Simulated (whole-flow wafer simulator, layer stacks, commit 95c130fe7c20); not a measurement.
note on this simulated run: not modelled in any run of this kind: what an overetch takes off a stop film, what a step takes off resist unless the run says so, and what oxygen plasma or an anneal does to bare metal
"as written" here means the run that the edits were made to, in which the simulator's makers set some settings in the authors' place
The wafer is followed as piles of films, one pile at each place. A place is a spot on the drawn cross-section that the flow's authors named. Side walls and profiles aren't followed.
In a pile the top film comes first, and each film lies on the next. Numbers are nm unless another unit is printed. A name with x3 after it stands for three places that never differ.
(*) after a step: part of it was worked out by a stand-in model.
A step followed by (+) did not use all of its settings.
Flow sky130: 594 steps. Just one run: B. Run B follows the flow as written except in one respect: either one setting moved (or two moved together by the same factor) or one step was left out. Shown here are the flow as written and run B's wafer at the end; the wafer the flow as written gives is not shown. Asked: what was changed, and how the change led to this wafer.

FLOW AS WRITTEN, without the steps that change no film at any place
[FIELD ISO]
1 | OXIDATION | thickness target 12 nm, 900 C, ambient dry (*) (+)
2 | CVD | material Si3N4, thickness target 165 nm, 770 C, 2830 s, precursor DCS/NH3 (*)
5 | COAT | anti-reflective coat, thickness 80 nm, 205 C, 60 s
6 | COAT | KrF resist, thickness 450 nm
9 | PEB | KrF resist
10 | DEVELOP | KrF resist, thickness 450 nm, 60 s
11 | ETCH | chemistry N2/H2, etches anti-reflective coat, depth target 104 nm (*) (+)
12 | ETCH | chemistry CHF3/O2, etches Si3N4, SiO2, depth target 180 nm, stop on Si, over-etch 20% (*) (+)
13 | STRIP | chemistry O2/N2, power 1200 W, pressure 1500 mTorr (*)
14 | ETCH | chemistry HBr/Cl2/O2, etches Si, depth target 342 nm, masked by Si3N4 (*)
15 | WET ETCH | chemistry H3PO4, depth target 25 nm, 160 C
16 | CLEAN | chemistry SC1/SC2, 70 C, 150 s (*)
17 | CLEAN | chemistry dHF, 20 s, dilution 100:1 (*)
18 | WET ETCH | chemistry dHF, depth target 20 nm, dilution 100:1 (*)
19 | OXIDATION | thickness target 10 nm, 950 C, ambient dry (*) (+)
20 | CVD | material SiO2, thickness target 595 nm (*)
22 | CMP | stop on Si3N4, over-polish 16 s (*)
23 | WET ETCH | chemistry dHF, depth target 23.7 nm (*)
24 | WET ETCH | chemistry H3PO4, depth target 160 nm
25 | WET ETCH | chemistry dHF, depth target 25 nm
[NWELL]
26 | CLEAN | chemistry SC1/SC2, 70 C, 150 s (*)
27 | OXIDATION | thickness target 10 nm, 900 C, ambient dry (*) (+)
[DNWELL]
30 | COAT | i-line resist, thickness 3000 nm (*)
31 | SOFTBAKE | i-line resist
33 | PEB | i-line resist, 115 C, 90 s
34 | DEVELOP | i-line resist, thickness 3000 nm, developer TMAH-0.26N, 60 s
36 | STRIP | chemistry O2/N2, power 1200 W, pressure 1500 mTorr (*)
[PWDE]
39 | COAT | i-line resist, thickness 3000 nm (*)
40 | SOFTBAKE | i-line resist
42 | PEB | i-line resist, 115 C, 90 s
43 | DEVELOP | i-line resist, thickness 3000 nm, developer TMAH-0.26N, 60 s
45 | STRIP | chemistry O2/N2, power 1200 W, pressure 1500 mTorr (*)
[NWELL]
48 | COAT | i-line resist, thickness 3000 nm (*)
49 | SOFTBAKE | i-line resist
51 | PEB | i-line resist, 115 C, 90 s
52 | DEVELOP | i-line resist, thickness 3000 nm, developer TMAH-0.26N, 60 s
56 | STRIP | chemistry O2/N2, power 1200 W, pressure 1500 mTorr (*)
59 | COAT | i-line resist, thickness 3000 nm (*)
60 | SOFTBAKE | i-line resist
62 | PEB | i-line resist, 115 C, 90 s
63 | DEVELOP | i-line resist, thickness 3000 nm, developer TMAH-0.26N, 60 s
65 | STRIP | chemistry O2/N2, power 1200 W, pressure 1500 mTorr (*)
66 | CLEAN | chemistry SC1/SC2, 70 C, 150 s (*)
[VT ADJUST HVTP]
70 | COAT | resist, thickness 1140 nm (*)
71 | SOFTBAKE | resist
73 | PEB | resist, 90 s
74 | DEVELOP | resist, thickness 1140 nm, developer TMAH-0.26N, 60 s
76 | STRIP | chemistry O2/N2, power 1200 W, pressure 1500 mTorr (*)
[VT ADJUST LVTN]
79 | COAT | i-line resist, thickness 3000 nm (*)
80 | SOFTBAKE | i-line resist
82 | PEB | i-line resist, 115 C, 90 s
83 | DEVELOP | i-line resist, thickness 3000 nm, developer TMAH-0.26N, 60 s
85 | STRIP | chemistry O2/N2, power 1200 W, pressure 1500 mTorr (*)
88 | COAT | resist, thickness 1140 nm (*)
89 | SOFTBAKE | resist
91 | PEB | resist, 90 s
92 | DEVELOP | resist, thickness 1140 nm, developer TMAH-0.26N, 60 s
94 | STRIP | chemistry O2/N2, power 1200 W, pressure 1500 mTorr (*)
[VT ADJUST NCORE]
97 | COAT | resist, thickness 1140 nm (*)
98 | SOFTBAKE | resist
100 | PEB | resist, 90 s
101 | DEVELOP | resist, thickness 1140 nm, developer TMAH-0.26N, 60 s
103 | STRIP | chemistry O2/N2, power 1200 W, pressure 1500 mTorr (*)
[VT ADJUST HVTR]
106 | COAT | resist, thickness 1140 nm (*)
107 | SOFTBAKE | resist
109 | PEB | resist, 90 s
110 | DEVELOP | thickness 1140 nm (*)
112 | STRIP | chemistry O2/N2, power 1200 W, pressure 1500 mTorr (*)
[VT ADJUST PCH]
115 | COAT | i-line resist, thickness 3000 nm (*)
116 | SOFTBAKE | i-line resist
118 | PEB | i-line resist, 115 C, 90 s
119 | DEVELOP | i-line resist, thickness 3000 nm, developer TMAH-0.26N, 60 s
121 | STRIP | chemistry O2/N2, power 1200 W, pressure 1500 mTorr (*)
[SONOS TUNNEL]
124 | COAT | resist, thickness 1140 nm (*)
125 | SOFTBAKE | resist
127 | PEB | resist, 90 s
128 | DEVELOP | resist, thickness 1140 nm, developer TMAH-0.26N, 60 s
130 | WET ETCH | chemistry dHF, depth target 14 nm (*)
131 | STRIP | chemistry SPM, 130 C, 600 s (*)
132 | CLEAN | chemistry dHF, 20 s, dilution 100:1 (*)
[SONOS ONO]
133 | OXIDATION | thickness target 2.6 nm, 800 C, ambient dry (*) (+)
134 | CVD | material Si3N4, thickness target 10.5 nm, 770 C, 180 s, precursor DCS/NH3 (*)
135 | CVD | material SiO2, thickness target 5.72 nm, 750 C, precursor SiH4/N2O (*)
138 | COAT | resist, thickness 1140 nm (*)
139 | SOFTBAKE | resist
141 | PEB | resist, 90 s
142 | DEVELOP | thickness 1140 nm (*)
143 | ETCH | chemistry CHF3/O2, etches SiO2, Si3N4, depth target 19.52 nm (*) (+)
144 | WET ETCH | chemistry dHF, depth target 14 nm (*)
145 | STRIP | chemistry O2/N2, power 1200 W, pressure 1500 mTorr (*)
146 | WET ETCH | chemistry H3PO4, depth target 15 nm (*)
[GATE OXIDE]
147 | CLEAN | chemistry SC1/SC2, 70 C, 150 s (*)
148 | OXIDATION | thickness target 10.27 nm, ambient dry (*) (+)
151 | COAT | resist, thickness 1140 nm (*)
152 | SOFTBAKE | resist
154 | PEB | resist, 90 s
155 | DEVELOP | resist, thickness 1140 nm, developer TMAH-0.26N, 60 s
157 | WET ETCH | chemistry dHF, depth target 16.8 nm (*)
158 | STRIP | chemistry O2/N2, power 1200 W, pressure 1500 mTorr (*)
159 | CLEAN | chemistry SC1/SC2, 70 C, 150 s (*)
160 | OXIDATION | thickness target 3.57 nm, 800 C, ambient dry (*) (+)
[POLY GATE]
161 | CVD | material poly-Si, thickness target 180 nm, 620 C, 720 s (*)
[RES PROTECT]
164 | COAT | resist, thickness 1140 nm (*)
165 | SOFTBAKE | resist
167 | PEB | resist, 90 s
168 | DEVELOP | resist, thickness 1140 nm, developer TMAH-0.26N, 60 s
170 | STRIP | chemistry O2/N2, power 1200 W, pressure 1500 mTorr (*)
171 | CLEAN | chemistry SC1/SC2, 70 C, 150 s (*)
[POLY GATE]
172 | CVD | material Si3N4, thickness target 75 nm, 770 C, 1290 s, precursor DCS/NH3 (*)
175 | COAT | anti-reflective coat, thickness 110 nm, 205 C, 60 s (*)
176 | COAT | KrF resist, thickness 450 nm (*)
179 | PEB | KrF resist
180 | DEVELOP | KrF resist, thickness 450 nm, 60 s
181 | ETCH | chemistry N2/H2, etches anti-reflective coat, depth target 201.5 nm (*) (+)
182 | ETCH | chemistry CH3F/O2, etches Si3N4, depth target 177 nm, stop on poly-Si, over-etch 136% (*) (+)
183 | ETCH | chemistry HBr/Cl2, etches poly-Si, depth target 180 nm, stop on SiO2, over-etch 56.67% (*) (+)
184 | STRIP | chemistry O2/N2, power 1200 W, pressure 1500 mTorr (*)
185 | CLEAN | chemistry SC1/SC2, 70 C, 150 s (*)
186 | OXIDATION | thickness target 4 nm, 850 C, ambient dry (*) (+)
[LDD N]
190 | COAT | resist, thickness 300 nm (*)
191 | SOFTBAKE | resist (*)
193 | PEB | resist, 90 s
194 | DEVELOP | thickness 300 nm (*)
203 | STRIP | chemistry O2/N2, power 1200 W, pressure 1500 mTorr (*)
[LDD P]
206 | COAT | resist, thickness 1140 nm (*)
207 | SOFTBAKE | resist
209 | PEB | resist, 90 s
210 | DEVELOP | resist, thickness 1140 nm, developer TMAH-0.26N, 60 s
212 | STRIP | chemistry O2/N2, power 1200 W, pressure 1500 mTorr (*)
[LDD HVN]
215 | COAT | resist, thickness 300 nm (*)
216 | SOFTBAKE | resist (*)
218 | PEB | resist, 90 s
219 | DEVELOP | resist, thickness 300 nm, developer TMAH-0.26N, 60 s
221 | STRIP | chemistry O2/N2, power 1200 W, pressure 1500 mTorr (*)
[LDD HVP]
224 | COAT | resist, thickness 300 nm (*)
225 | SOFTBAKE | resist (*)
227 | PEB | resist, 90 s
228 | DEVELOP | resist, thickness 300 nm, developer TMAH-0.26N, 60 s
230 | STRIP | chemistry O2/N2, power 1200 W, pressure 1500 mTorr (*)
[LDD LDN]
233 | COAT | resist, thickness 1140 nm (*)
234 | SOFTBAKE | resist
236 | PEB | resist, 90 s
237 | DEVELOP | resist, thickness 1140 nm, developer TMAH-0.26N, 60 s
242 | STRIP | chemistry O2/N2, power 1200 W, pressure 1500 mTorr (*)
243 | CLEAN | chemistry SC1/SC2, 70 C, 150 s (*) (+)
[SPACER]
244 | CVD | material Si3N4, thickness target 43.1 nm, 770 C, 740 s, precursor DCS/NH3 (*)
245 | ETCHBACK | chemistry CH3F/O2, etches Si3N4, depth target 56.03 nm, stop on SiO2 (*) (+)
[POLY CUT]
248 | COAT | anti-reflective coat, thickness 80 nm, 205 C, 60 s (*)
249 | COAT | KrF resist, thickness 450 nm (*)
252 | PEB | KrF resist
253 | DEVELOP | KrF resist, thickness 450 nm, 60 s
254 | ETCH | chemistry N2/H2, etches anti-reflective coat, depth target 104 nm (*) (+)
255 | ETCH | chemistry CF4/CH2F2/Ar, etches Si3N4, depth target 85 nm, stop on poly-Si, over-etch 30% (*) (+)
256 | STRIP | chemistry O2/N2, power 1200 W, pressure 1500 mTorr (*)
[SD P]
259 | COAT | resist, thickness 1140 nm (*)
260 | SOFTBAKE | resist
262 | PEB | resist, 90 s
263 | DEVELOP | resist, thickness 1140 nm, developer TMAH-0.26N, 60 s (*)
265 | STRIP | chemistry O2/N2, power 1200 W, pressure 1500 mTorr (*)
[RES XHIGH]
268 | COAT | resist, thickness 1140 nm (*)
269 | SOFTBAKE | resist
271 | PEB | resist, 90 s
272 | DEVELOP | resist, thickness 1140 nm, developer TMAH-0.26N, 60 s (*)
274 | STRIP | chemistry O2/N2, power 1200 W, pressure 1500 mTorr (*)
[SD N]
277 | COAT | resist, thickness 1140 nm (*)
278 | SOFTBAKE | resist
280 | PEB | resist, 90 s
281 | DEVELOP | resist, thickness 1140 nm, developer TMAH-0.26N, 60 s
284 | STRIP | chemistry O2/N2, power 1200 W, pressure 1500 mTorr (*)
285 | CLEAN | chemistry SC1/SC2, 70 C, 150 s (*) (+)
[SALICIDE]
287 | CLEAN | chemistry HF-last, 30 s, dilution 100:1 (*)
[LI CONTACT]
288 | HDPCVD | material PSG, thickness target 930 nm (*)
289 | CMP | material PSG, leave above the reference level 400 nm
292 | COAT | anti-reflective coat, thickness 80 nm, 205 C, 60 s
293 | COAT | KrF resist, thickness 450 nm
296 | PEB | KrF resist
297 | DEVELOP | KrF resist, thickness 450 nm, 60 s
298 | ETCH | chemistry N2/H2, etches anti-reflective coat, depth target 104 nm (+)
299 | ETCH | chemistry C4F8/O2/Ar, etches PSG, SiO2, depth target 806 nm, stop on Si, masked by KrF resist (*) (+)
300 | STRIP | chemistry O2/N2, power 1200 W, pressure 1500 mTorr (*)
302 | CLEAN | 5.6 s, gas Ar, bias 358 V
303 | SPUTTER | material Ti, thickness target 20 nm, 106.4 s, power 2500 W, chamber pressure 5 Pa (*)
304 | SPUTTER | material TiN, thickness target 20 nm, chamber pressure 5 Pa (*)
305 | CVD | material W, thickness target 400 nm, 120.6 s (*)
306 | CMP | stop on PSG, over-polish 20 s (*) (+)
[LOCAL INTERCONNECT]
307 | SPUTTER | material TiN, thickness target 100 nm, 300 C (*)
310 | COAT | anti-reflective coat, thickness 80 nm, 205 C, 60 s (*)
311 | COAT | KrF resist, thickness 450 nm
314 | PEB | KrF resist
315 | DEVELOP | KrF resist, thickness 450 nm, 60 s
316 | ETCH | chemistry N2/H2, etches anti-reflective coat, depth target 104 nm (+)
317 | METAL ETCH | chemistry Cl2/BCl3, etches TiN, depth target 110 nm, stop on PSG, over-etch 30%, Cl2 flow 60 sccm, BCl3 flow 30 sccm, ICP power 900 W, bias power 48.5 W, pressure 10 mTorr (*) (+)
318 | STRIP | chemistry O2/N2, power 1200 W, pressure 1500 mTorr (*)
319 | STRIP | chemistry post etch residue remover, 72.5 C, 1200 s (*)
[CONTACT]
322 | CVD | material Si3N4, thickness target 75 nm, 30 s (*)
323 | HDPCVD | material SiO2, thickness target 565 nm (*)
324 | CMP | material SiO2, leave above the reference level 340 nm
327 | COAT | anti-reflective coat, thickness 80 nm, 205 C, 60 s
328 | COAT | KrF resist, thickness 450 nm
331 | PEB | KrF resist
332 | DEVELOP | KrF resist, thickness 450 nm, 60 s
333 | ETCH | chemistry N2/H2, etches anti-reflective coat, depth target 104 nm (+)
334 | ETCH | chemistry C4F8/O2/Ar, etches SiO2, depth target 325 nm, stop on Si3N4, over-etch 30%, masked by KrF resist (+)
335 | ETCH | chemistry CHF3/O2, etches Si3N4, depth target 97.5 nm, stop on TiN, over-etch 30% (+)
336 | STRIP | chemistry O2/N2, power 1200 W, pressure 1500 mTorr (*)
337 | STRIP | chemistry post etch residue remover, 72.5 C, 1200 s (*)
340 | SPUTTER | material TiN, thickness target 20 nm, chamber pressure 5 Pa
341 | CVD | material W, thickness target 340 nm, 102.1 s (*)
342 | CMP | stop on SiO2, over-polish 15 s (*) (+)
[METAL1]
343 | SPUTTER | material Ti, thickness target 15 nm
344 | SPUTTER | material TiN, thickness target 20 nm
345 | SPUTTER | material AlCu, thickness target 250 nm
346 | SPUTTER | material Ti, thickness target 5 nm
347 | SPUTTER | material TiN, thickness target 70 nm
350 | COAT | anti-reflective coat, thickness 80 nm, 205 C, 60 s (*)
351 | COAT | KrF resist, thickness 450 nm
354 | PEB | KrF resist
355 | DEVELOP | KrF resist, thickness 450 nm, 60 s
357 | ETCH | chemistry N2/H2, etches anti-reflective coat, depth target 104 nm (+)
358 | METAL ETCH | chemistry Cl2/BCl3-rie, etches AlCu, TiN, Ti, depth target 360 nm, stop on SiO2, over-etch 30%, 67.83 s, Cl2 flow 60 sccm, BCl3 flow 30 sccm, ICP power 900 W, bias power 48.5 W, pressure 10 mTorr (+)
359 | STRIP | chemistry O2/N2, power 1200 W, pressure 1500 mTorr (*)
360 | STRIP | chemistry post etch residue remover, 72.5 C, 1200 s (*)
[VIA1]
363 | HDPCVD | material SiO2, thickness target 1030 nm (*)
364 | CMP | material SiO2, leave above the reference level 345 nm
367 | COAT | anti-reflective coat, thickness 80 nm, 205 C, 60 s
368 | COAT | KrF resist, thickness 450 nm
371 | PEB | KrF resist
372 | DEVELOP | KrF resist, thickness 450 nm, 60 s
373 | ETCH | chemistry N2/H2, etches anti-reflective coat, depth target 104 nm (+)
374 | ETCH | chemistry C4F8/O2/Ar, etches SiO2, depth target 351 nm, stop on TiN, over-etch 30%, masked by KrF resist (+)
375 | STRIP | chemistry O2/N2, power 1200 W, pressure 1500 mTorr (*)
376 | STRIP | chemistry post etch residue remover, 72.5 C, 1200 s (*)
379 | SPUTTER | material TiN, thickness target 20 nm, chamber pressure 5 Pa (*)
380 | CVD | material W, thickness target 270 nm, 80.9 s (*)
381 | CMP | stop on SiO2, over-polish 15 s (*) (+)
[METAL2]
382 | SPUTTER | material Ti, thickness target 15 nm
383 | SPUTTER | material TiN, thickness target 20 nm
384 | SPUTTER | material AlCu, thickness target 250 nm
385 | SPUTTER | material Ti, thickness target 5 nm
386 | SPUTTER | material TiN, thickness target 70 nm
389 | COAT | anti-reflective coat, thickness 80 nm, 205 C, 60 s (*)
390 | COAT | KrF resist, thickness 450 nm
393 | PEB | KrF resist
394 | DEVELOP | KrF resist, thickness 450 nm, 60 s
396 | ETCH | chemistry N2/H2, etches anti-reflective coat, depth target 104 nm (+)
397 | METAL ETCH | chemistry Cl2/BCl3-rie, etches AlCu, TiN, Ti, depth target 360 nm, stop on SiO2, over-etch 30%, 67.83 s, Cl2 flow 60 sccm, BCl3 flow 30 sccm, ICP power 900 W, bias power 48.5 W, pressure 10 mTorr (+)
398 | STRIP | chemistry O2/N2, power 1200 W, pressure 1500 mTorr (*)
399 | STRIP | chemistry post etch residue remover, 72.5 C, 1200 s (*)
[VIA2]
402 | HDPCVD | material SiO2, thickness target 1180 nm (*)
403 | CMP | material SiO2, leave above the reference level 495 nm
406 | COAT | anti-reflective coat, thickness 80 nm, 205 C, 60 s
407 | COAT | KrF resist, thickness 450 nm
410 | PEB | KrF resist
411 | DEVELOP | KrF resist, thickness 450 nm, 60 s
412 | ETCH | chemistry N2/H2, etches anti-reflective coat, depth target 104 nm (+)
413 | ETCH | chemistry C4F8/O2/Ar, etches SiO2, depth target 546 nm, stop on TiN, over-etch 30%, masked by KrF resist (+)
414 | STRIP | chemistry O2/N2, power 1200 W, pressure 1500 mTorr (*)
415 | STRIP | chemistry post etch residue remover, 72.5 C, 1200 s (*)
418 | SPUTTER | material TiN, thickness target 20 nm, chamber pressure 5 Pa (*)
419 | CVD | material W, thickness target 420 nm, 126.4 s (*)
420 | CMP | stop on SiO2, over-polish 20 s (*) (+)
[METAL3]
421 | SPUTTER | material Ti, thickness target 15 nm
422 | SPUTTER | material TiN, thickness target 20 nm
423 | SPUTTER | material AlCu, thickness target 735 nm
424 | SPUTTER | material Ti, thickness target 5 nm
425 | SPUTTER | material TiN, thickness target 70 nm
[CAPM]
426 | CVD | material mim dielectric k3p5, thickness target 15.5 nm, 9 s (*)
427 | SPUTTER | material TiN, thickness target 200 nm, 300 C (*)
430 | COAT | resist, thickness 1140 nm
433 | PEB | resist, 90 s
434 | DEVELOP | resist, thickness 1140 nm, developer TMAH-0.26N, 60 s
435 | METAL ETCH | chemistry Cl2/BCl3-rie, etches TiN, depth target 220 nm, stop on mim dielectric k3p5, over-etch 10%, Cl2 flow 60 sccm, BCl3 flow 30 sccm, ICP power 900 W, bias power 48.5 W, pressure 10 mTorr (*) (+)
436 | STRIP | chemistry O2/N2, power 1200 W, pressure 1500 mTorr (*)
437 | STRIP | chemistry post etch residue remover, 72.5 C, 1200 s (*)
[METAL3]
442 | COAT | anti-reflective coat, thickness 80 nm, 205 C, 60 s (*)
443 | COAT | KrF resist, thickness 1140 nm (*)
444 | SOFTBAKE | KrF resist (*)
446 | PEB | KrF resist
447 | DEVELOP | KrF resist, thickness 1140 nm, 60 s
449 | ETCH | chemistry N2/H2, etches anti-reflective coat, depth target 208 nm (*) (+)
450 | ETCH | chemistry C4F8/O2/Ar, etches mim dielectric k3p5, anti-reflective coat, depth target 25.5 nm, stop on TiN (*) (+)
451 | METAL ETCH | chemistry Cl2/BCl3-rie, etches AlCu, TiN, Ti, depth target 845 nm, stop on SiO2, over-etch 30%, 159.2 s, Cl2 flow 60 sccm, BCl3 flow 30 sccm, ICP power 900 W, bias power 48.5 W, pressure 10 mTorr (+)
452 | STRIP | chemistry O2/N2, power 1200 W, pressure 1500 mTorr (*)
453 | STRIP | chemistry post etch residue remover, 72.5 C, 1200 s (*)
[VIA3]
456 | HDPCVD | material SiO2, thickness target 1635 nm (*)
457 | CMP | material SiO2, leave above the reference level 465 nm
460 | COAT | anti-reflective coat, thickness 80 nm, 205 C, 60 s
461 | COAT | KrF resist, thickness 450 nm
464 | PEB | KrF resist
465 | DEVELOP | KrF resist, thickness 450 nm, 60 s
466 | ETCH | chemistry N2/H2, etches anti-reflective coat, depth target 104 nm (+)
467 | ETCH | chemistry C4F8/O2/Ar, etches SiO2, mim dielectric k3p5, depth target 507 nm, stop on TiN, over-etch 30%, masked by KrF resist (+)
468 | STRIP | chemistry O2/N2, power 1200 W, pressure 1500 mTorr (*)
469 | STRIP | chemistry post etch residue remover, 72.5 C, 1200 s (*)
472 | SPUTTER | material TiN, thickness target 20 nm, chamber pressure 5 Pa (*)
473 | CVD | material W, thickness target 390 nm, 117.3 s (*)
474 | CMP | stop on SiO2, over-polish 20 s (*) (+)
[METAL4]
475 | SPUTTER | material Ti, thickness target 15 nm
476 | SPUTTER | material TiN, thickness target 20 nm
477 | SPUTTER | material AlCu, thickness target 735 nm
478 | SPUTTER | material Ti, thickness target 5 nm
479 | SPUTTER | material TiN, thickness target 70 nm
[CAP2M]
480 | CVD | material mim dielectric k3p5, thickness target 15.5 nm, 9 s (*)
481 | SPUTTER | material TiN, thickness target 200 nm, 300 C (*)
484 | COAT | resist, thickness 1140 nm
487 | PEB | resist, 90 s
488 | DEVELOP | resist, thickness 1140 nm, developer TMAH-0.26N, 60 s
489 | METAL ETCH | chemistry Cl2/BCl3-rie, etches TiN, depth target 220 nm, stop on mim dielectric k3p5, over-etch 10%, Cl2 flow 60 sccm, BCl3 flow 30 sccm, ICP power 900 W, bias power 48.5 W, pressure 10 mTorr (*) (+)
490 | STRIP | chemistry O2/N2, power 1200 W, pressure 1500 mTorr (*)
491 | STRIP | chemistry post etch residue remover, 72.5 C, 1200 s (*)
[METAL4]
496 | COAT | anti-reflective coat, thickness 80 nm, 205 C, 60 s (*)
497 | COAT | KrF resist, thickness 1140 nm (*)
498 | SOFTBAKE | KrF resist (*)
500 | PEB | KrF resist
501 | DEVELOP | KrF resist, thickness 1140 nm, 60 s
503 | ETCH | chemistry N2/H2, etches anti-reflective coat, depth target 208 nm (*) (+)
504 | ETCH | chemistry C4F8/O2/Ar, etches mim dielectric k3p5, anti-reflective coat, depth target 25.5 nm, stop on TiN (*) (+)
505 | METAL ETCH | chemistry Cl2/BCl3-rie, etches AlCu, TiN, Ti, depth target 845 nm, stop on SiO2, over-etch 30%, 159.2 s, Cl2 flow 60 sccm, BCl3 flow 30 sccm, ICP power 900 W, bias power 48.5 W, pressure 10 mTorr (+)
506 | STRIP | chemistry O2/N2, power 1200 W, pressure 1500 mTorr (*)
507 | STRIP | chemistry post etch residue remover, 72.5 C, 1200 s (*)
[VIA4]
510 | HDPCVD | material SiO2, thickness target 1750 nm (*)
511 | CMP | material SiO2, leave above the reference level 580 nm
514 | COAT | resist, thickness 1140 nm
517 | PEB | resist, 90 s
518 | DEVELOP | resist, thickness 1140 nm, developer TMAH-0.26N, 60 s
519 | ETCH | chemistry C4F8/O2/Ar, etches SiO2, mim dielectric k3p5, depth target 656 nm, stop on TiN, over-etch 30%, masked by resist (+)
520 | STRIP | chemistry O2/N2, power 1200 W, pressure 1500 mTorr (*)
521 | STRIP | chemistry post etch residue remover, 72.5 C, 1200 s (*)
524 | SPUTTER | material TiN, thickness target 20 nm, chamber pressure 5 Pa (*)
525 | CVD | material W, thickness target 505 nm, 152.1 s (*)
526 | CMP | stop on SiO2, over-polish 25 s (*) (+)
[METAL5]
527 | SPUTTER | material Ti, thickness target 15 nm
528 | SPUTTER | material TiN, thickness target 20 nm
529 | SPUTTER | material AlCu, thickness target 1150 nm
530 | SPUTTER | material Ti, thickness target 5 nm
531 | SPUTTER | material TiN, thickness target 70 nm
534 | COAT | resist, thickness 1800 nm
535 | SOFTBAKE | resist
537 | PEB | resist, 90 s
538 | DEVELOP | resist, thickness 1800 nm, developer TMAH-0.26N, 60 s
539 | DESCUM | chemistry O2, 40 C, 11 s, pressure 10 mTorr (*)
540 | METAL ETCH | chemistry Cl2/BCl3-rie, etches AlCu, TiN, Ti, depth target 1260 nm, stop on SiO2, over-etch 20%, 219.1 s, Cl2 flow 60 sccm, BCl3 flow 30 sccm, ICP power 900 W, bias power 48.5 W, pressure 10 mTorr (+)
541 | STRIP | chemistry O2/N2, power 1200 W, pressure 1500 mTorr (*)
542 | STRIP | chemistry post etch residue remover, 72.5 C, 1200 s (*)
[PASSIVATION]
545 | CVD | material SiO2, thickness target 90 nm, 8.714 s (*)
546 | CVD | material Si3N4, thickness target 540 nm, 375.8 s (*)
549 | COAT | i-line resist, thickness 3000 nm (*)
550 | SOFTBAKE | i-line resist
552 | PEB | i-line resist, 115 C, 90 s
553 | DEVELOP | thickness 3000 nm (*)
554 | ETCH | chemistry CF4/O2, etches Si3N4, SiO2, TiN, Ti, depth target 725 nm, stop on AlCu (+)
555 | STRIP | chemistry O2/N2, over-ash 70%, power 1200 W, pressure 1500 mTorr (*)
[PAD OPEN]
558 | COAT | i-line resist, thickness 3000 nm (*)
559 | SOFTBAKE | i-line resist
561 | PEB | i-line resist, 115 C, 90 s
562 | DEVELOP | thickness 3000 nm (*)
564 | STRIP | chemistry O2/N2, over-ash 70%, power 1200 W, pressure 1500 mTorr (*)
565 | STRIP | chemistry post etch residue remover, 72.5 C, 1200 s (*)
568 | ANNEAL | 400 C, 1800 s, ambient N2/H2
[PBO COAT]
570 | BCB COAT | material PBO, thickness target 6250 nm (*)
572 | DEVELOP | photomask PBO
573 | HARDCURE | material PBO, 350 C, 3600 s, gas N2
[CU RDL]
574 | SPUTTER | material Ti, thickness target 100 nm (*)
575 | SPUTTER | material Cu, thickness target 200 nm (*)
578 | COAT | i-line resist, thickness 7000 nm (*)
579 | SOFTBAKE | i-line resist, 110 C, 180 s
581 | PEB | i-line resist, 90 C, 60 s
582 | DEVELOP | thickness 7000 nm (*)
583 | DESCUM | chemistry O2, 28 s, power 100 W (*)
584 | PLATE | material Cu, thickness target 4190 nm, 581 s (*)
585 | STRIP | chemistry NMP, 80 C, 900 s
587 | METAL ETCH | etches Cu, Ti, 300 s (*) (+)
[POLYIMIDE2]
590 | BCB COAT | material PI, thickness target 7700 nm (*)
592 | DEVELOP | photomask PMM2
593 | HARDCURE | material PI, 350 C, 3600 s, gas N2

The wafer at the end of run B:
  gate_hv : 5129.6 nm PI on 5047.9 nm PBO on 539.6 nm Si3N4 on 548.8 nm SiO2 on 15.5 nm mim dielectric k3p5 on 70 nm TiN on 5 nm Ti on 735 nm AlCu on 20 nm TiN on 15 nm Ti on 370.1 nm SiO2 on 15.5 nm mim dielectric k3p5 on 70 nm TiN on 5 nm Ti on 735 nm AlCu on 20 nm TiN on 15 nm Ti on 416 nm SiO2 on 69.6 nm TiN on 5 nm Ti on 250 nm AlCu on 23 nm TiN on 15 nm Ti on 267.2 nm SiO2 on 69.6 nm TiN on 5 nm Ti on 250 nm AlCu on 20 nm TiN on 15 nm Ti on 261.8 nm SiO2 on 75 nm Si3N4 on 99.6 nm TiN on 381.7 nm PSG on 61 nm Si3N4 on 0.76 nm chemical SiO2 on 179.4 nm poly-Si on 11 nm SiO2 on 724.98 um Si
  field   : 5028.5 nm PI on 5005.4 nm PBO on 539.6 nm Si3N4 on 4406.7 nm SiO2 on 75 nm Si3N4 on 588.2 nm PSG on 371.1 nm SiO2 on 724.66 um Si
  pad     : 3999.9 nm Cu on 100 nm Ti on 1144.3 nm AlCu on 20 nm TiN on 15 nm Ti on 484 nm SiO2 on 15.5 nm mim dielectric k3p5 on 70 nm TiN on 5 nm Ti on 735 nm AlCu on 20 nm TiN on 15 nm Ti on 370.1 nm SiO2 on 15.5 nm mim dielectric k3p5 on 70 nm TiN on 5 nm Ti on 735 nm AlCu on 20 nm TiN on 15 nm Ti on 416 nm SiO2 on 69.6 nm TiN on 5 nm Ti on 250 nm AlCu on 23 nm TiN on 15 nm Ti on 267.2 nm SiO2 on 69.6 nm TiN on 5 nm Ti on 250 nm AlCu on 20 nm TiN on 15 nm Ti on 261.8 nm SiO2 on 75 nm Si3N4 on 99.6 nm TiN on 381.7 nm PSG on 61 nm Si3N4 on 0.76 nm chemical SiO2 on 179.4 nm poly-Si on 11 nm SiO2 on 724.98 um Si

What caused this: step 383, SPUTTER: thickness target 23 nm was run, whereas the flow has thickness target 20 nm.
The wafer lets one read it off: gate_hv has TiN 23, and step 383 as written asks for 20 nm.

How this came from the change, step by step:
  383 | SPUTTER | material TiN, thickness target 20 nm
      field, active, n_well and 188 more: +23 TiN (new film) (as written it would have been: +20 TiN (new film))
  397 | METAL ETCH | chemistry Cl2/BCl3-rie, etches AlCu, TiN, Ti, depth target 360 nm, stop on SiO2, over-etch 30%, 67.83 s, Cl2 flow 60 sccm, BCl3 flow 30 sccm, ICP power 900 W, bias power 48.5 W, pressure 10 mTorr (+)
      field, active, gate and 82 more: -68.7 TiN (all of it), -5 Ti (all of it), -250 AlCu (all of it), -23 TiN (all of it), -15 Ti (all of it), -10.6 SiO2 (as written it would have been: -68.7 TiN (all of it), -5 Ti (all of it), -250 AlCu (all of it), -20 TiN (all of it), -15 Ti (all of it), -10.9 SiO2)
